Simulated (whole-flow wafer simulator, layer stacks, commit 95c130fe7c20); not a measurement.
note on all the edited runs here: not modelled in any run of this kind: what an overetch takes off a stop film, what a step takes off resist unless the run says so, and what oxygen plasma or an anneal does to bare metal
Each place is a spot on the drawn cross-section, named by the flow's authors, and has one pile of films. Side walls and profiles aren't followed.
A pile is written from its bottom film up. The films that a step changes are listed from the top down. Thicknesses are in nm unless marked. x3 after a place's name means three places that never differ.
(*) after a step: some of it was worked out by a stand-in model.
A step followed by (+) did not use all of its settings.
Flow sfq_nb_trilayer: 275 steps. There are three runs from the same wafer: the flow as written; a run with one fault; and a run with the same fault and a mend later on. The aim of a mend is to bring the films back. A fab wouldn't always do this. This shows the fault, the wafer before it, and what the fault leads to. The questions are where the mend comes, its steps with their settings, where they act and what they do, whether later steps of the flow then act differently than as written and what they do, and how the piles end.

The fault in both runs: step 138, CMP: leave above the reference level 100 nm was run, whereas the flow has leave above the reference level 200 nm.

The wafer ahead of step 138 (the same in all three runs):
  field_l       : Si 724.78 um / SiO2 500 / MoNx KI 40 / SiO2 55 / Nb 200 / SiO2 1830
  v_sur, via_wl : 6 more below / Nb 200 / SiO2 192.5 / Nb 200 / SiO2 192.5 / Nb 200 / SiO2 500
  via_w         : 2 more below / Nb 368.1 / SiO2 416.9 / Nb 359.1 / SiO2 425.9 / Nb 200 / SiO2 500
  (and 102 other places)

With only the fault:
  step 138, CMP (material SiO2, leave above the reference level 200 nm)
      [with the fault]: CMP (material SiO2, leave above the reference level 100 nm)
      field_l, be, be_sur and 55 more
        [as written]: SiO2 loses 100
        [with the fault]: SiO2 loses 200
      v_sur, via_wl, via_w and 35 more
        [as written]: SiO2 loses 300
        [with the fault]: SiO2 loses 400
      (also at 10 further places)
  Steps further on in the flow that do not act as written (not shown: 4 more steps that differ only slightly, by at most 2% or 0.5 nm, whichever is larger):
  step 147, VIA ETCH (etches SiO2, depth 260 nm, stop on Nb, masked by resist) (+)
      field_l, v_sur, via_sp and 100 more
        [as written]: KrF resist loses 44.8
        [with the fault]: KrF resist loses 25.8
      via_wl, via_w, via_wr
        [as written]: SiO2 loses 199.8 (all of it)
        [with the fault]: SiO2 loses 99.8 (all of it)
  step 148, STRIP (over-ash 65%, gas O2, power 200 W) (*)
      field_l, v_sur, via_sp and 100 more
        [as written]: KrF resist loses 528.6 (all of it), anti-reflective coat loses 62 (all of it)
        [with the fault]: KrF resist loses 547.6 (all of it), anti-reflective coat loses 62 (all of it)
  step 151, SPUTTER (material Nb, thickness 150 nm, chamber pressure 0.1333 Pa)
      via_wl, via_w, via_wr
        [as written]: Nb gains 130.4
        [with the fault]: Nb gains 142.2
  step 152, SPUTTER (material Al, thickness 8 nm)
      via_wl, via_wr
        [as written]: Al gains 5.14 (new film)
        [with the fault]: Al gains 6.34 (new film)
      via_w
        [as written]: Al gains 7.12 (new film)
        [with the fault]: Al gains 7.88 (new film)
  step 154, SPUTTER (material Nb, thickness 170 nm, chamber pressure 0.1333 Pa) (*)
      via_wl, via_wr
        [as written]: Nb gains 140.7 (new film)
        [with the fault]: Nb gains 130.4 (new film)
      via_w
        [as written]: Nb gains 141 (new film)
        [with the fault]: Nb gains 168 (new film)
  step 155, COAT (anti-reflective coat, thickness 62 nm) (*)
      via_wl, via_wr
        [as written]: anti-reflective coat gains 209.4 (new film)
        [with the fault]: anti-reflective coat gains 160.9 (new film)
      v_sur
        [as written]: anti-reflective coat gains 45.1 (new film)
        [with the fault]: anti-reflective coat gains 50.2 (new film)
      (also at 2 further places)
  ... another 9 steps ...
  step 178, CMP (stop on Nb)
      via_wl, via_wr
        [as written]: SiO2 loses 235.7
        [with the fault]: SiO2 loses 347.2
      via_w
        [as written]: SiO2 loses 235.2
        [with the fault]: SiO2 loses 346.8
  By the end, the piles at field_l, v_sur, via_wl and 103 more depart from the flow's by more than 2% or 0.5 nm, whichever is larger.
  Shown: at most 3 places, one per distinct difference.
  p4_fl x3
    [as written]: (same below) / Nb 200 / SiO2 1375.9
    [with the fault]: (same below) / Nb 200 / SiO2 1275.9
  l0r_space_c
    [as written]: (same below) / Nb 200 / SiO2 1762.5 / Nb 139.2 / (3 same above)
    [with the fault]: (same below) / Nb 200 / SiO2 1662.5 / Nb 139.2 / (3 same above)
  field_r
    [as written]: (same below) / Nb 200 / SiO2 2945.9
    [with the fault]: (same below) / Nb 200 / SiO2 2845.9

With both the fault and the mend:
  After step 145 comes the mend.
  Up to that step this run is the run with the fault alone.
  step 145a, STRIP (over-ash 65%, gas O2, power 200 W) (*)
      field_l, v_sur, via_sp and 100 more
        KrF resist loses 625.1 (all of it), anti-reflective coat loses 62 (all of it)
      via_wl, via_w, via_wr
        anti-reflective coat loses 62 (all of it)
  step 145b, PECVD (material SiO2, thickness 100 nm, 150 C, 22.22 s, RF power 183.3 W, pressure 2.4 Torr, precursor SiH4/N2O) (the flow's step 137, run once more with other settings)
      field_l, v_sur, via_wl and 103 more
        SiO2 gains 100
  step 145c, COAT (anti-reflective coat, thickness 62 nm) (the flow's step 140, run once more)
      field_l, v_sur, via_wl and 103 more
        anti-reflective coat gains 62 (new film)
  step 145d, COAT (KrF resist, thickness 650 nm) (the flow's step 141, run once more)
      field_l, v_sur, via_wl and 103 more
        KrF resist gains 650 (new film)
  step 145e, SOFTBAKE (KrF resist) (the flow's step 142, run once more)
      alters no film at any place that is followed
  step 145f, EXPOSE (photomask I4, dose 11.93 mJ/cm2, NA 0.6, wavelength 248 nm) (*) (the flow's step 143, run once more)
      alters no film at any place that is followed
  step 145g, PEB (KrF resist, 90 s) (the flow's step 144, run once more)
      field_l, v_sur, via_wl and 103 more
        KrF resist loses 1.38
  step 145h, DEVELOP (KrF resist, thickness 650 nm, 60 s) (the flow's step 145, run once more)
      field_l, v_sur, via_sp and 100 more
        KrF resist loses 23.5
      via_wl, via_w, via_wr
        KrF resist loses 648.6 (all of it)
  None of the later steps of the flow differs from how it acts as written, at any place that is followed, by more than 2% or 0.5 nm, whichever is larger.
  At every place that both follow, the piles at the end match the flow's.
